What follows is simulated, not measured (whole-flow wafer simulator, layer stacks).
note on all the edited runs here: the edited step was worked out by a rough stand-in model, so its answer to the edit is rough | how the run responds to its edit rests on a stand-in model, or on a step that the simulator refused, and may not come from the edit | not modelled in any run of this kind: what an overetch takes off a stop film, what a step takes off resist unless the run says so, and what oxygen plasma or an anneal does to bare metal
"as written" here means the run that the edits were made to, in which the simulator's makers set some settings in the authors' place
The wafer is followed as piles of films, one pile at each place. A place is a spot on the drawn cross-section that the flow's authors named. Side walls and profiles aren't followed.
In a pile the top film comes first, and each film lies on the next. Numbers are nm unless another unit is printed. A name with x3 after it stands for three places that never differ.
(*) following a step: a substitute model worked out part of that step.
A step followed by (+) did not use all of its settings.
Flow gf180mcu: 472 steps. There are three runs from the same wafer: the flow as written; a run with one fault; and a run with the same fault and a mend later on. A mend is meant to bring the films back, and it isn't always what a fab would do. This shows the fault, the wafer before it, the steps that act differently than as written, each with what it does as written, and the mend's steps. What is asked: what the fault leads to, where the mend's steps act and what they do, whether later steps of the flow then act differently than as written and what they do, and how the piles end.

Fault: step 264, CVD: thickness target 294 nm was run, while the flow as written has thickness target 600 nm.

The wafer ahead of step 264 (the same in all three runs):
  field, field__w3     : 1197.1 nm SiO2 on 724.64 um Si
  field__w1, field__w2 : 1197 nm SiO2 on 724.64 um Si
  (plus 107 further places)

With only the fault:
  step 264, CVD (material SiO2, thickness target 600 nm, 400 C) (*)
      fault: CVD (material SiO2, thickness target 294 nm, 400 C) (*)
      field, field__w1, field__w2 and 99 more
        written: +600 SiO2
        fault: +294 SiO2
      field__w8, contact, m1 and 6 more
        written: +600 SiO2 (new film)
        fault: +294 SiO2 (new film)
  Steps further on in the flow that do not act as written (15 other steps are not shown; they differ only slightly, by no more than 2% or 0.5 nm, whichever is larger):
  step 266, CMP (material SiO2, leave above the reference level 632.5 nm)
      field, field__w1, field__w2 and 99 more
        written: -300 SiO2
        fault: nothing
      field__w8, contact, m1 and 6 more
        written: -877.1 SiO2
        fault: -571.1 SiO2
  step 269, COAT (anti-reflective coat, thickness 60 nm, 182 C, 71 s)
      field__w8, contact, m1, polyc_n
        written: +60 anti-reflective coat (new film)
        fault: +56.4 anti-reflective coat (new film)
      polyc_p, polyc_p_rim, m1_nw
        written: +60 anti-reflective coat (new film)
        fault: +57.4 anti-reflective coat (new film)
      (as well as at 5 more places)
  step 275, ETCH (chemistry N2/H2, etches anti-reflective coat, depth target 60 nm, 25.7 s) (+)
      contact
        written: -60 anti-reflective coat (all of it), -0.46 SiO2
        fault: -56.4 anti-reflective coat (all of it), -0.55 SiO2
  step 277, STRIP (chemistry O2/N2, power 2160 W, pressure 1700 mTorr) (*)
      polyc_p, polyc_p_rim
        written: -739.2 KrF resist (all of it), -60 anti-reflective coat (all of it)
        fault: -738.1 KrF resist (all of it), -57.4 anti-reflective coat (all of it)
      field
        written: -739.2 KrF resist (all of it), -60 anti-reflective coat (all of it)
        fault: -737.9 KrF resist (all of it), -62.3 anti-reflective coat (all of it)
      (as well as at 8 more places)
  At the end the piles are close to the flow's at the places that both follow, differing by at most 2% or 0.5 nm, whichever is larger.

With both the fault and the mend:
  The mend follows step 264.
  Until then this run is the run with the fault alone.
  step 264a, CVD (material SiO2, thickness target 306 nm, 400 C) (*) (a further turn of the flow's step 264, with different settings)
      field, field__w1, field__w2 and 108 more
        +306 SiO2
  Every later step of the flow that is run acts as written at every place that is followed.
  By the end, the piles equal the flow's at every place that both follow.
